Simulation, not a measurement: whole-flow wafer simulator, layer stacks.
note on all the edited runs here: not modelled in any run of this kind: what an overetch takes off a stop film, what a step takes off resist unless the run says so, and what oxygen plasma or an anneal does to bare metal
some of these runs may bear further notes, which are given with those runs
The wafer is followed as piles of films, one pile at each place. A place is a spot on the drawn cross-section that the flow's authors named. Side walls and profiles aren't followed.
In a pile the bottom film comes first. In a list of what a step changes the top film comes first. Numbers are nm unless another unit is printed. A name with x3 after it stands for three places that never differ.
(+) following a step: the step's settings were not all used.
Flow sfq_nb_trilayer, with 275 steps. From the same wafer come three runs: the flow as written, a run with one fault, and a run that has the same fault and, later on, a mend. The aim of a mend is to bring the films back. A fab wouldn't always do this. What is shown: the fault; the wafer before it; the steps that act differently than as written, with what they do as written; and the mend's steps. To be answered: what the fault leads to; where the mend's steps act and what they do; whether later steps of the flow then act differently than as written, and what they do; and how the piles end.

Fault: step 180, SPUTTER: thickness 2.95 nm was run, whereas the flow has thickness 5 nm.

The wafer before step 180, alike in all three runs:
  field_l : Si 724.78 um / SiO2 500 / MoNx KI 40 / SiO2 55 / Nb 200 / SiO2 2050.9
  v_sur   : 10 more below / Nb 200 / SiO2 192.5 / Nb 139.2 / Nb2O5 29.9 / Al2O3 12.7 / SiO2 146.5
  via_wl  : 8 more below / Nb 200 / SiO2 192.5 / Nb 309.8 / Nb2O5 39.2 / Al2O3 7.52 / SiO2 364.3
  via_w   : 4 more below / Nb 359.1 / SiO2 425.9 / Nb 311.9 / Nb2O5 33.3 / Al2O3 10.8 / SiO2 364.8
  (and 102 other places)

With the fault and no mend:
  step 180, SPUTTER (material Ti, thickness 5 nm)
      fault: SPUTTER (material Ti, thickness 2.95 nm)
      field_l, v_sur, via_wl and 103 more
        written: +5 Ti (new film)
        fault: +2.95 Ti (new film)
  Steps later in the flow that act otherwise than as written (20 other steps are not shown; they differ only slightly, by no more than 2% or 0.5 nm, whichever is larger):
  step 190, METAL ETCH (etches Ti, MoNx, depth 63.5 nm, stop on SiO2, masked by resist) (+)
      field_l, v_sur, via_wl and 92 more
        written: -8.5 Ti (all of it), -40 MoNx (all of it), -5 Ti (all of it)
        fault: -8.5 Ti (all of it), -40 MoNx (all of it), -2.95 Ti (all of it)
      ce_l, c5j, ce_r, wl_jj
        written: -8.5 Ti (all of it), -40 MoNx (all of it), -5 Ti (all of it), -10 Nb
        fault: -8.5 Ti (all of it), -40 MoNx (all of it), -2.95 Ti (all of it), -12.1 Nb
  At be_r, r_sur, res, r_end, r5r_line_l, r5r_line_c, r5r_line_r, the piles at the end differ from the flow's by more than 2% or 0.5 nm, whichever is larger.
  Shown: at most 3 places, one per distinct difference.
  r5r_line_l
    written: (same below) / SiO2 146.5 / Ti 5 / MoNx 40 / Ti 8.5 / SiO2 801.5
    fault: (same below) / SiO2 146.5 / Ti 2.95 / MoNx 40 / Ti 8.5 / SiO2 803.5
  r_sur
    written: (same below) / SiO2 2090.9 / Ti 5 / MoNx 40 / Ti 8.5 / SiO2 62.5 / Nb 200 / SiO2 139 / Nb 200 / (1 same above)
    fault: (same below) / SiO2 2090.9 / Ti 2.95 / MoNx 40 / Ti 8.5 / SiO2 62.5 / Nb 200 / SiO2 141.1 / Nb 200 / (1 same above)
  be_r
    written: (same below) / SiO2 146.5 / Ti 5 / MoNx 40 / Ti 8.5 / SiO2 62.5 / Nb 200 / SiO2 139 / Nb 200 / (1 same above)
    fault: (same below) / SiO2 146.5 / Ti 2.95 / MoNx 40 / Ti 8.5 / SiO2 62.5 / Nb 200 / SiO2 141.1 / Nb 200 / (1 same above)

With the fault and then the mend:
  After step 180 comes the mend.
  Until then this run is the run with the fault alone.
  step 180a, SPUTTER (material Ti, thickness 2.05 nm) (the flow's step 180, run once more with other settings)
      field_l, v_sur, via_wl and 103 more
        +2.05 Ti
  None of the later steps of the flow acts differently than as written at any place that is followed.
  The piles end the same as the flow's at every place that both follow.
